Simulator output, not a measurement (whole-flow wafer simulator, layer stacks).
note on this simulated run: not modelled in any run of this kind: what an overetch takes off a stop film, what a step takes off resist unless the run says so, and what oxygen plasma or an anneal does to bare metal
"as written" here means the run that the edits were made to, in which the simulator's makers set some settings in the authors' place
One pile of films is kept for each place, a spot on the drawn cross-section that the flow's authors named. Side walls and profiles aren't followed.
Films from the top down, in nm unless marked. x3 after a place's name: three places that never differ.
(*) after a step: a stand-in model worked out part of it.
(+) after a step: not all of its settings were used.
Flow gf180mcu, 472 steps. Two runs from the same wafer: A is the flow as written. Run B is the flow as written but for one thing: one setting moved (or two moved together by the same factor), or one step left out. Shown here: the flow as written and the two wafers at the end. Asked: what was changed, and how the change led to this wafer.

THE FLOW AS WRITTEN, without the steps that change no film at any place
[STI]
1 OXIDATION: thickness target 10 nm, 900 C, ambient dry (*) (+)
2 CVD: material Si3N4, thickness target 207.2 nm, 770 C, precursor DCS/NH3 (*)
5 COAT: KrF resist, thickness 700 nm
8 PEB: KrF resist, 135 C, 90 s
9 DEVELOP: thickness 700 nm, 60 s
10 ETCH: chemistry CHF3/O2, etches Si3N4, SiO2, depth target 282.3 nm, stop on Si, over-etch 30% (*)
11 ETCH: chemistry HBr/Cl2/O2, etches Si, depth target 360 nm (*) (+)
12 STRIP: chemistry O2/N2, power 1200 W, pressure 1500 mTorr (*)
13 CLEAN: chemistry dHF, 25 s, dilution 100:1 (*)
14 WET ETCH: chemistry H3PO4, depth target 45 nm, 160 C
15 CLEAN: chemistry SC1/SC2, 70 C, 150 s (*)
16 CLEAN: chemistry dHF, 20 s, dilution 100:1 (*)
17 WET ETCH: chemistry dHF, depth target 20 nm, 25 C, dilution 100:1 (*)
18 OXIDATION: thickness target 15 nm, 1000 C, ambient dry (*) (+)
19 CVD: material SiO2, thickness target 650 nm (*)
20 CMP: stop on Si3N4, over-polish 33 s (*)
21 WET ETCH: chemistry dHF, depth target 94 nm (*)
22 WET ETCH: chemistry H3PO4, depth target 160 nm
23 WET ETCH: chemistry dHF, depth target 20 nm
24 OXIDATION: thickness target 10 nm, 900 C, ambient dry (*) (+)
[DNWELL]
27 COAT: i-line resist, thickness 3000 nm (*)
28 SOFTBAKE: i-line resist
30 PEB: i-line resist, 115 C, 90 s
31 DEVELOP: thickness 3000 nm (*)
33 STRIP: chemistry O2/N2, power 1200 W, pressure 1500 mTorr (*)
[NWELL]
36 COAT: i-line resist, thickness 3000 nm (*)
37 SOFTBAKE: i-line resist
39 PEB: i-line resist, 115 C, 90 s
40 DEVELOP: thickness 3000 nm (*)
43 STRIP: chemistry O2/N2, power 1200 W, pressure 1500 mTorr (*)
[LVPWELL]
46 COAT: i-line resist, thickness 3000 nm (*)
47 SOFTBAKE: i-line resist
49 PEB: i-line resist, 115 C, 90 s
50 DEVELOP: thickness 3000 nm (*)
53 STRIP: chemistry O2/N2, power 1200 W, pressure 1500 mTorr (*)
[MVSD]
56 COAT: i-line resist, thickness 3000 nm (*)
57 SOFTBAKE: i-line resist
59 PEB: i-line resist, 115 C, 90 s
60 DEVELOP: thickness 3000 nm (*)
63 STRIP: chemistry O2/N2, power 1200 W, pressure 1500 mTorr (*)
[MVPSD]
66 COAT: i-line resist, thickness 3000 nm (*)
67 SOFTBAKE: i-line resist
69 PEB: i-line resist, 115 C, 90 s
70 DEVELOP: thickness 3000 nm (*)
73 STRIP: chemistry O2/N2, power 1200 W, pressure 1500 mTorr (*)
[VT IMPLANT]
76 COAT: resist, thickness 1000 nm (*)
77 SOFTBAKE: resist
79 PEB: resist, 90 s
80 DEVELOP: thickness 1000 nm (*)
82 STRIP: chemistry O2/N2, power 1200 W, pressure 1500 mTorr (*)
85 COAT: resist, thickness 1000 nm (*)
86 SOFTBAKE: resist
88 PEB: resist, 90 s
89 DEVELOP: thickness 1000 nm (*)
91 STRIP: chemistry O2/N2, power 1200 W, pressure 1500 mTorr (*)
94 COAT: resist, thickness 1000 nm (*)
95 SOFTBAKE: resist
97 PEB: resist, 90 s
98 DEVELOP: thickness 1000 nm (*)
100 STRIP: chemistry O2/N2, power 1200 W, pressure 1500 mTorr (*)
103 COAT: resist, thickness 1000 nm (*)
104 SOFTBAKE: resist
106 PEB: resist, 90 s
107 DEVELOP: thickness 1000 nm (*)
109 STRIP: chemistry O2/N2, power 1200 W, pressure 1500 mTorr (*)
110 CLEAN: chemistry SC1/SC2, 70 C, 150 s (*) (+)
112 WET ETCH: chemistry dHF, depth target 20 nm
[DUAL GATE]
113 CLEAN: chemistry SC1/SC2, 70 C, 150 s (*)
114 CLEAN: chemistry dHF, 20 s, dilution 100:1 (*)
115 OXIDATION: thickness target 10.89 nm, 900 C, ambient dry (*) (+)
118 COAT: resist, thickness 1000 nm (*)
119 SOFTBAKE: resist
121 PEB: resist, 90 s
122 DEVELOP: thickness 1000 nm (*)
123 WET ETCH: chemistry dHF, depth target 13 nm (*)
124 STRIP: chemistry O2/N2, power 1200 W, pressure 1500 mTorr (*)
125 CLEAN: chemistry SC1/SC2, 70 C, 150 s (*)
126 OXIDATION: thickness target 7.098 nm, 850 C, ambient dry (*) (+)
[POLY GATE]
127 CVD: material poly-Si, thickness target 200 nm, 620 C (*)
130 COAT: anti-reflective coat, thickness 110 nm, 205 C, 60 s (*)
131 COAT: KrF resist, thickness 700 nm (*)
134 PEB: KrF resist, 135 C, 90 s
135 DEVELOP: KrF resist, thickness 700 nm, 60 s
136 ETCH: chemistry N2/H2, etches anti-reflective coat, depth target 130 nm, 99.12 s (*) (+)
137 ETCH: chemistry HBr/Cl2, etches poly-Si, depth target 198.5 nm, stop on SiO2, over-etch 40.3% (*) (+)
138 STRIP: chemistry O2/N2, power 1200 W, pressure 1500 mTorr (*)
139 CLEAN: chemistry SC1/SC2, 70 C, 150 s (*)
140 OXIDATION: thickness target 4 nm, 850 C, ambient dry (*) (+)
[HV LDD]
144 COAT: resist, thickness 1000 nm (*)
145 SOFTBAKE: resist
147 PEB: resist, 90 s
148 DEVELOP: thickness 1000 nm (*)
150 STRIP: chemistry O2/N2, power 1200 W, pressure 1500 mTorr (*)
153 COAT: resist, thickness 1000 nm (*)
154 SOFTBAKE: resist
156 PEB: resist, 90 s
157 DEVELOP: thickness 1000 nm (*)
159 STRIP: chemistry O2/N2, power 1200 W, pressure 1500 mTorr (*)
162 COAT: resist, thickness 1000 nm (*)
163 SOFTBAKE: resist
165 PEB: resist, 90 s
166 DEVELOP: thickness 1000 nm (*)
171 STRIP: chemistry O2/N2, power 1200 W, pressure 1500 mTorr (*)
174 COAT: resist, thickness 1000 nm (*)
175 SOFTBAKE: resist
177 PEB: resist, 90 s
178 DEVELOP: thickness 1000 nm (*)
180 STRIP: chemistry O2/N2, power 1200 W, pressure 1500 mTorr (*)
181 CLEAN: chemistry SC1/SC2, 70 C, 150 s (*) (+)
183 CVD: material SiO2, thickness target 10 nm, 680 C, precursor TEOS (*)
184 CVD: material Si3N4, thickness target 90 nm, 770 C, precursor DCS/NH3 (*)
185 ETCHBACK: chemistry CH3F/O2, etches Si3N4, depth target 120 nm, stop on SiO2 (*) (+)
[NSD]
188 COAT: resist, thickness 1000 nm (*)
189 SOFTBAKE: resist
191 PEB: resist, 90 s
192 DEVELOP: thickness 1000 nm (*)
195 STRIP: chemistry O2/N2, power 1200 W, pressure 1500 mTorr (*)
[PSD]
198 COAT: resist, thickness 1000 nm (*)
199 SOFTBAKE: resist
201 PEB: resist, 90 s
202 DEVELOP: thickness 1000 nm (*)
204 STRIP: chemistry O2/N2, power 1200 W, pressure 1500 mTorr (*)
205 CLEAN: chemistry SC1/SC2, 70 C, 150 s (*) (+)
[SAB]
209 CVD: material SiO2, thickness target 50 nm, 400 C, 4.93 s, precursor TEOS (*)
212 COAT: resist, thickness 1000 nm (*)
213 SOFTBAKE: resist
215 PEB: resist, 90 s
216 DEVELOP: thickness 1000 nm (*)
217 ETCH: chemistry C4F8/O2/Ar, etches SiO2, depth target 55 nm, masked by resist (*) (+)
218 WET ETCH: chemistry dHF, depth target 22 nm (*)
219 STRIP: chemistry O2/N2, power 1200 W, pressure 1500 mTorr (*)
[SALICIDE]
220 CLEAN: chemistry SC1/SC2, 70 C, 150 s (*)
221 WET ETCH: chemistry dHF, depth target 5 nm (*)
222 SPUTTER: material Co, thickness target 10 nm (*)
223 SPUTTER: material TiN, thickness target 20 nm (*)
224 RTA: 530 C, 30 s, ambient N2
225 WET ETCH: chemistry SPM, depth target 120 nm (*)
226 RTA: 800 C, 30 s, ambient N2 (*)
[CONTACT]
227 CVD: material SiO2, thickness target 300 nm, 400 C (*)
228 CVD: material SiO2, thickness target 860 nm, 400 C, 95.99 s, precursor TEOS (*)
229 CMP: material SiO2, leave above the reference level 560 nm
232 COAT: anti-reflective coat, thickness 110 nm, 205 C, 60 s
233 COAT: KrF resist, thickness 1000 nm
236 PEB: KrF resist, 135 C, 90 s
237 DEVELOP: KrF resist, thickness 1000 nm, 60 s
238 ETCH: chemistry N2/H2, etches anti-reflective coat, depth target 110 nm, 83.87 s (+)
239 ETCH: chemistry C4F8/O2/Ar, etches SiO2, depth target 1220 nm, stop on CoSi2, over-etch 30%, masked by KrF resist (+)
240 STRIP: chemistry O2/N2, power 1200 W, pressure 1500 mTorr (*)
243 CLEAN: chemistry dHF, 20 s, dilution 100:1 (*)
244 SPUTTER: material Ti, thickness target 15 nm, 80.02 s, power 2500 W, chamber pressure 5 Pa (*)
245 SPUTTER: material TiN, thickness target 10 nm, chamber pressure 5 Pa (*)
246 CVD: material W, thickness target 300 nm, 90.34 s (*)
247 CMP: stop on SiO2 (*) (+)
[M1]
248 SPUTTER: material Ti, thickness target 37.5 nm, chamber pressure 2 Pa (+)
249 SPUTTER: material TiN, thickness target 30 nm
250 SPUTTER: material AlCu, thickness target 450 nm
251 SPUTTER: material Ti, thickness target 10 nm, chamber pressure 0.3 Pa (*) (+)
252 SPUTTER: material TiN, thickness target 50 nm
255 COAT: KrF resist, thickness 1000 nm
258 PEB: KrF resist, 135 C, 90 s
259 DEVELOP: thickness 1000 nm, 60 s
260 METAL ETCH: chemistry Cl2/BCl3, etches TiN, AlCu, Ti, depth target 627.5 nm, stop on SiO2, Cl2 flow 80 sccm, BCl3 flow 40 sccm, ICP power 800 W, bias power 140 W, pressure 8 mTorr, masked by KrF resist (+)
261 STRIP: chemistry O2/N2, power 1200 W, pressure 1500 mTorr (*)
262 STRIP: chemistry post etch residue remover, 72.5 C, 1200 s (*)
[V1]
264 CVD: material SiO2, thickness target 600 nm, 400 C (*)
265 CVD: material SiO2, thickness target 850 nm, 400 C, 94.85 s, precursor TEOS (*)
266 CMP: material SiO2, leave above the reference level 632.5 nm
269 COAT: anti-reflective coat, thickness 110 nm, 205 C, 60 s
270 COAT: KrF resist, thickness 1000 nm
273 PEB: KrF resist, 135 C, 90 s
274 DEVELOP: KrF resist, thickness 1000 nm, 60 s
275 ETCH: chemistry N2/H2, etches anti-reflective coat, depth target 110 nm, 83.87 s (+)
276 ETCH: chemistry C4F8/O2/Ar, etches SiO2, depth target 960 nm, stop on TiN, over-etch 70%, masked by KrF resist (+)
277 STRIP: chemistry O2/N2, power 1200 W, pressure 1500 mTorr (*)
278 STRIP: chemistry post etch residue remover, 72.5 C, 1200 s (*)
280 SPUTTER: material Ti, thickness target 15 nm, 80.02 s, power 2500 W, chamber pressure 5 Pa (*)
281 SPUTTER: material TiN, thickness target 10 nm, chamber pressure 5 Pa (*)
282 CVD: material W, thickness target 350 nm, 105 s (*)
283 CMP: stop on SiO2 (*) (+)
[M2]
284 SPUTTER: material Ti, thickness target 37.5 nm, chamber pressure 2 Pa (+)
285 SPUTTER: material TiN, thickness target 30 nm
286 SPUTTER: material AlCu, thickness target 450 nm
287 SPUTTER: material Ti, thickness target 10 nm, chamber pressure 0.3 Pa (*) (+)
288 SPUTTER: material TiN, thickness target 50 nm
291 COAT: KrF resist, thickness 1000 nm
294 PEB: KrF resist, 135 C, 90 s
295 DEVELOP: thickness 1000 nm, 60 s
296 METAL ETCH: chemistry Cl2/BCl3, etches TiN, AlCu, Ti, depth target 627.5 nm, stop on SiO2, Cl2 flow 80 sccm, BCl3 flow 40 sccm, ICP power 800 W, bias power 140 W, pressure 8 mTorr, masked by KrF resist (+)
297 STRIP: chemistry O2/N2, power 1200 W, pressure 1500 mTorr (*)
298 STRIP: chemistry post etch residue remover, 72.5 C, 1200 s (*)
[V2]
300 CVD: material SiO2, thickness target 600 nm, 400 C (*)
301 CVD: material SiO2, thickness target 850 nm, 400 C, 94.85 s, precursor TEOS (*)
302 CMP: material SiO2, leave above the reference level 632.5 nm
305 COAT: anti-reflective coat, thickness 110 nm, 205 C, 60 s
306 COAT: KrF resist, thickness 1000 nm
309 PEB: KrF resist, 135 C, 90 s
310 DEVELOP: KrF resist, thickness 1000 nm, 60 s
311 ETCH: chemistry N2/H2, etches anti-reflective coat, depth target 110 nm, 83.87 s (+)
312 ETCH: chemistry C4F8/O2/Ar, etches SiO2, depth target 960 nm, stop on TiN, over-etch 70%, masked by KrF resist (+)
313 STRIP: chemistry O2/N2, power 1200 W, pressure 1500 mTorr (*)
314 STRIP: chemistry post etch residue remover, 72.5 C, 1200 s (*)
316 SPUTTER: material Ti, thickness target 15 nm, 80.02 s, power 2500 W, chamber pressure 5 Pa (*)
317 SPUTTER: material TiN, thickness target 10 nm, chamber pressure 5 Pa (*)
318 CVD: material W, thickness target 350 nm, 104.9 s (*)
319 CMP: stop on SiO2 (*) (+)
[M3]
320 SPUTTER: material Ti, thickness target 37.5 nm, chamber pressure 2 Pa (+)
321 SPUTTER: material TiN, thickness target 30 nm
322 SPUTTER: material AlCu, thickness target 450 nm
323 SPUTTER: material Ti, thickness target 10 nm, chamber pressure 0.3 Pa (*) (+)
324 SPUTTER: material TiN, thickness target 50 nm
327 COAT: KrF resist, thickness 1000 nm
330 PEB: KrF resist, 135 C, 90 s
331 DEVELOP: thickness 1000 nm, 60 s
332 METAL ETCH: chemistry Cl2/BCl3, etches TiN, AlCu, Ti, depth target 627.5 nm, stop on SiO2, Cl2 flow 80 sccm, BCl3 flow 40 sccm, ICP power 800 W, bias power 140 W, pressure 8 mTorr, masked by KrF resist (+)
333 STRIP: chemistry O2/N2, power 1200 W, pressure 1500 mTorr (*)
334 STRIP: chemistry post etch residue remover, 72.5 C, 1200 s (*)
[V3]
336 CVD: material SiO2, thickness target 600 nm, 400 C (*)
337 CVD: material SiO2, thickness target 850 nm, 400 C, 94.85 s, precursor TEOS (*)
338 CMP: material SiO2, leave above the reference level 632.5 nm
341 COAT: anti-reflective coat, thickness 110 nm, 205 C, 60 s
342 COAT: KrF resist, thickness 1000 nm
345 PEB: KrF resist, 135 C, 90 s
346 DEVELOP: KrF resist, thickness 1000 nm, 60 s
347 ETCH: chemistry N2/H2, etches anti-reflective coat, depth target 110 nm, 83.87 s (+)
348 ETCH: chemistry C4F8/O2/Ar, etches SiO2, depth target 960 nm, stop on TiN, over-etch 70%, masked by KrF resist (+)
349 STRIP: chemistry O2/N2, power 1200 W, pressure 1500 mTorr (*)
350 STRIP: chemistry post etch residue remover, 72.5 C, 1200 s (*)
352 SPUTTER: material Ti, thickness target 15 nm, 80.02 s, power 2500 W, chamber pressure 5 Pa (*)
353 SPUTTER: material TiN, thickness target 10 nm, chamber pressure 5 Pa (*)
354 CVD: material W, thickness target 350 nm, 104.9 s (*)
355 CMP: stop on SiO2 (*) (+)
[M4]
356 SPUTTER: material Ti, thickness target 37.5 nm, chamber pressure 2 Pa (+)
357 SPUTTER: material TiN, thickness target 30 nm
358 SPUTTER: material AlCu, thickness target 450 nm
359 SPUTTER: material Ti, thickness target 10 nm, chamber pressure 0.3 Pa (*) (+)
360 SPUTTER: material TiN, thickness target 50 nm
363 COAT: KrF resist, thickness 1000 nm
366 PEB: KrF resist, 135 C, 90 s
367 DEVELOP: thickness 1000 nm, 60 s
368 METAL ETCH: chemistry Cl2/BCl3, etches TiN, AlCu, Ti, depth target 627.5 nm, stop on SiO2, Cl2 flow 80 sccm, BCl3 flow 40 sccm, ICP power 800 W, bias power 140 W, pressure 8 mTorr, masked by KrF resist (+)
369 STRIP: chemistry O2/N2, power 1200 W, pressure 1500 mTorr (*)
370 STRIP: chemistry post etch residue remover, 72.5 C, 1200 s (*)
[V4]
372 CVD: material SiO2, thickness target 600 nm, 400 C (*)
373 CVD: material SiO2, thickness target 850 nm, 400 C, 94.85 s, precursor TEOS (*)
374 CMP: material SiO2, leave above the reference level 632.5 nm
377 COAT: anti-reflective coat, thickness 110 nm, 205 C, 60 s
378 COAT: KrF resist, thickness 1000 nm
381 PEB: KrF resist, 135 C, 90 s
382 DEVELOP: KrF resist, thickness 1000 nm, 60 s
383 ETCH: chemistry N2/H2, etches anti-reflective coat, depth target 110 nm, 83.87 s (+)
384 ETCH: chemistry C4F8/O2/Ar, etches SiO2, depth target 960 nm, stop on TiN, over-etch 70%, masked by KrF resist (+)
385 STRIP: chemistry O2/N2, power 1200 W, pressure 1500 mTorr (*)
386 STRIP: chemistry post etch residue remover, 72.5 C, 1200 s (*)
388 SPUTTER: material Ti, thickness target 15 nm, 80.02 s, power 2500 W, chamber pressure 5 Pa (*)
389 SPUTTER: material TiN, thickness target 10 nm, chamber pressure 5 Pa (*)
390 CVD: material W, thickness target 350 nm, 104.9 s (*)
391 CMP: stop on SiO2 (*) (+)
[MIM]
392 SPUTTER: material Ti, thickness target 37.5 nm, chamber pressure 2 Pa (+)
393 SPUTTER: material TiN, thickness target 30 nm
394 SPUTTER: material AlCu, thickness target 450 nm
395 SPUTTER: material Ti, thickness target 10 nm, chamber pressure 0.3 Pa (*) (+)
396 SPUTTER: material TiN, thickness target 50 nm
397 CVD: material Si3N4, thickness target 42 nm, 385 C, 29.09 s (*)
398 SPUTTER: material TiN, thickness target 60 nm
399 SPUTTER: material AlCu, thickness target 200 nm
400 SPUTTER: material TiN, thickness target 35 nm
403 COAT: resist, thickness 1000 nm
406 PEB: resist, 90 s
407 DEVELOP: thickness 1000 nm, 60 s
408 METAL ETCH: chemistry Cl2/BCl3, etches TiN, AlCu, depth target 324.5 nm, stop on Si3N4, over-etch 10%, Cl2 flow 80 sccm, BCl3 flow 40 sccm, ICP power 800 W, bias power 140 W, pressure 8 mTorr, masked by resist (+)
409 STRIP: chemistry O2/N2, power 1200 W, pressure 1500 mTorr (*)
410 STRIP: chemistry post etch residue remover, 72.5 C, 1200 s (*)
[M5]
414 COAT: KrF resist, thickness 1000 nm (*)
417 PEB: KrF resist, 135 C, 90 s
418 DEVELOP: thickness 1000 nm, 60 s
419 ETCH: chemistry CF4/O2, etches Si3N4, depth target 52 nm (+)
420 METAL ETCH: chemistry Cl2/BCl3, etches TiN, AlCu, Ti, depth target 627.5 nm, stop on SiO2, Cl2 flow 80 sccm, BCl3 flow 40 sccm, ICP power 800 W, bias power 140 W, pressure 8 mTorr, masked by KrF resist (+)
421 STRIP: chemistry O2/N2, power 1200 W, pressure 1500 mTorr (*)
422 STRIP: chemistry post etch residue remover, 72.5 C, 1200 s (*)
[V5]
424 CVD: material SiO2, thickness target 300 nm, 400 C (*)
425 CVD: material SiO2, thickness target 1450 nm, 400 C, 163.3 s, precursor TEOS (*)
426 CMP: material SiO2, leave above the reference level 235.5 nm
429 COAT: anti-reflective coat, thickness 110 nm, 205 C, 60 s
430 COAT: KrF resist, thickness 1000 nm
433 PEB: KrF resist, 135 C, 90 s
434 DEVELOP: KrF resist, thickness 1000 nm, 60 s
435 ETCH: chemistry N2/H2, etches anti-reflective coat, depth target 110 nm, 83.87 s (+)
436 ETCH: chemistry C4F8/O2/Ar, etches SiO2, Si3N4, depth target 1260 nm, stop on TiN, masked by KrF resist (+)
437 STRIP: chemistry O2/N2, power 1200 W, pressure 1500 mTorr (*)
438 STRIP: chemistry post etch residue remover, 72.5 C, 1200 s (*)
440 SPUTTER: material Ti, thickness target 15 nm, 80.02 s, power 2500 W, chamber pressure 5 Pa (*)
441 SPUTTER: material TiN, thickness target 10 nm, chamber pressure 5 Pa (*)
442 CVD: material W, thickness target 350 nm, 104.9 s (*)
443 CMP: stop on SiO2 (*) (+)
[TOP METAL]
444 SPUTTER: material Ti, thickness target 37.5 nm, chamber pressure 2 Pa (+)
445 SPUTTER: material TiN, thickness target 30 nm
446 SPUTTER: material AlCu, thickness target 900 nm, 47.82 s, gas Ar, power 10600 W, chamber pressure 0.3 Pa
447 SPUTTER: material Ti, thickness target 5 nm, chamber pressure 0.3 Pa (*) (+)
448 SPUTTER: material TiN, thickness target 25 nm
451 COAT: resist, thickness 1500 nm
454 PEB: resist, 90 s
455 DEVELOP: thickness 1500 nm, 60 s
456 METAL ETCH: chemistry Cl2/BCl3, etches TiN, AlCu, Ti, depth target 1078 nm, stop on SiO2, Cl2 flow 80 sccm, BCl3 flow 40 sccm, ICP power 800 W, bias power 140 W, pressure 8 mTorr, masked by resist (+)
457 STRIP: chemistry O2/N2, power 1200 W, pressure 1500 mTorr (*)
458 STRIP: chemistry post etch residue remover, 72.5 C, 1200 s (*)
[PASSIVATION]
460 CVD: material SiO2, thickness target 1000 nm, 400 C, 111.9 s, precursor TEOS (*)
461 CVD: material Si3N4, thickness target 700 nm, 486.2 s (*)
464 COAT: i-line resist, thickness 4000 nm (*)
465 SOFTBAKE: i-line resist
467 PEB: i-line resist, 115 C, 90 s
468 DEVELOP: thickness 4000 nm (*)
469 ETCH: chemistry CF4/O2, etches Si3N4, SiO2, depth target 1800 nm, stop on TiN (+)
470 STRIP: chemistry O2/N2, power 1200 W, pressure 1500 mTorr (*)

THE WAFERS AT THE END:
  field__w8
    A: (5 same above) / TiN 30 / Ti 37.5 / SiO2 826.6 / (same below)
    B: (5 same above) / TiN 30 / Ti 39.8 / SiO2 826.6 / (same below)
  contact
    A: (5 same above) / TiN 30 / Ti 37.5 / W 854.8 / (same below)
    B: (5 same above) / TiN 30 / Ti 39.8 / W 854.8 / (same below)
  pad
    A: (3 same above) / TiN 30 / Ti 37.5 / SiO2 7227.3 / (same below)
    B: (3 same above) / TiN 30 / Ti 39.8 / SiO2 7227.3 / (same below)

The cause: step 444, SPUTTER: thickness target 39.8 nm was run, where the flow has thickness target 37.5 nm.
It can be read off the wafer: field__w8 has Ti 39.8, and step 444 as written asks for 37.5 nm.

How the change led to this, step by step:
  444 SPUTTER: material Ti, thickness target 37.5 nm, chamber pressure 2 Pa (+)
      field, field__w1, field__w2 and 109 more: A Ti +37.5 (new film) | B Ti +39.8 (new film)
  456 METAL ETCH: chemistry Cl2/BCl3, etches TiN, AlCu, Ti, depth target 1078 nm, stop on SiO2, Cl2 flow 80 sccm, BCl3 flow 40 sccm, ICP power 800 W, bias power 140 W, pressure 8 mTorr, masked by resist (+)
      field, field__w1, field__w2 and 103 more: A TiN -25 (all of it), Ti -5 (all of it), AlCu -900 (all of it), TiN -30 (all of it), Ti -37.5 (all of it) | B TiN -25 (all of it), Ti -5 (all of it), AlCu -900 (all of it), TiN -30 (all of it), Ti -39.8 (all of it)
